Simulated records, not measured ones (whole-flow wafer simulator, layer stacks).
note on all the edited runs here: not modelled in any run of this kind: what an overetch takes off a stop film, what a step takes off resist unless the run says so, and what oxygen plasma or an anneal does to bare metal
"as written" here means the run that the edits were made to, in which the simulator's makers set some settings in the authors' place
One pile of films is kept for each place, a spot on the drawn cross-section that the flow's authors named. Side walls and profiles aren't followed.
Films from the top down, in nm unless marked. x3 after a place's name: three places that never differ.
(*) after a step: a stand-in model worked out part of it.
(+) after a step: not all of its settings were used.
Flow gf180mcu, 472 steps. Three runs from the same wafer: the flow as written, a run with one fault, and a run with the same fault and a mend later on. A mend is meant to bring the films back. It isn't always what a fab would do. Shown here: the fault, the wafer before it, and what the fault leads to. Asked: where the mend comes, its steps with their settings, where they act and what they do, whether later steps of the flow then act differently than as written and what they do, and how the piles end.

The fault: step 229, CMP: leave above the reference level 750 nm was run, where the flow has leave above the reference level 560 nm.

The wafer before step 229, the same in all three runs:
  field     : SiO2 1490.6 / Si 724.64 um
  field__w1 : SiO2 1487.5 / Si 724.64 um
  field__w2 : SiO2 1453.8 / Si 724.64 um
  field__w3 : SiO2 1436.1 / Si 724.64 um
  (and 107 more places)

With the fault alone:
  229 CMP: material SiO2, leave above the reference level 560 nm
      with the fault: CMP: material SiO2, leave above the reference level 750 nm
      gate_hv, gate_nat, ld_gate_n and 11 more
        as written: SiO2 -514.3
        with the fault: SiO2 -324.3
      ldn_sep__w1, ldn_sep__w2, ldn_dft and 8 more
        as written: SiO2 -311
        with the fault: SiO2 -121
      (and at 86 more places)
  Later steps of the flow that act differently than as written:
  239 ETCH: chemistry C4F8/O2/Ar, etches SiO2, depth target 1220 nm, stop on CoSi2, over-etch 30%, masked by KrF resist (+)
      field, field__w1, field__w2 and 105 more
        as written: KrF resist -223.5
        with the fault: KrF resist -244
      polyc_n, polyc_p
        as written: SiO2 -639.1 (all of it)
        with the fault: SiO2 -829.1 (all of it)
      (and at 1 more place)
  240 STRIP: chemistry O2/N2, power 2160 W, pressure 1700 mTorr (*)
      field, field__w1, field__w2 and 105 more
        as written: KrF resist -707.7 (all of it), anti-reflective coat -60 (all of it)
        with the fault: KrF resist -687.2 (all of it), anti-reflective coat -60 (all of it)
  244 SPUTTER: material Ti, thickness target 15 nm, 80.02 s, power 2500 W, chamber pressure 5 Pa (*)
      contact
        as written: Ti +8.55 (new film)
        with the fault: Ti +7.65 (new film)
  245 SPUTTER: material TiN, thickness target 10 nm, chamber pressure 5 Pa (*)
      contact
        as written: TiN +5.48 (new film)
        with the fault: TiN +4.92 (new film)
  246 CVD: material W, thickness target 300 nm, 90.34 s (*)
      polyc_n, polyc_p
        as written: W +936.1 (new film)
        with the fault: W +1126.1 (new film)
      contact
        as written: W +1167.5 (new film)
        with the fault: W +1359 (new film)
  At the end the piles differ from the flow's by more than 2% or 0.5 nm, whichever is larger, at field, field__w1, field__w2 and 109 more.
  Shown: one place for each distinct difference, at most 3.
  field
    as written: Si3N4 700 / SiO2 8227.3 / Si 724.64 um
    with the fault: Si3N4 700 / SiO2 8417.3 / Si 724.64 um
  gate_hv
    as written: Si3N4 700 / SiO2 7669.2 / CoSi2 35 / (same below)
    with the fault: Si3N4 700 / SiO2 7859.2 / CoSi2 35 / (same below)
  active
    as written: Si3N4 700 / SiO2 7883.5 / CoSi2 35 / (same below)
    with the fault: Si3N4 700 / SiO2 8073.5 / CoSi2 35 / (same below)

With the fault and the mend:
  The mend comes after step 229.
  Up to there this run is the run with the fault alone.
  229a CMP: material SiO2, leave above the reference level 560 nm (the flow's step 229 once more)
      field, field__w1, field__w2 and 108 more
        SiO2 -190
  No later step of the flow acts differently than as written at any place that is followed.
  At the end the piles are the same as the flow's at every place that both follow.
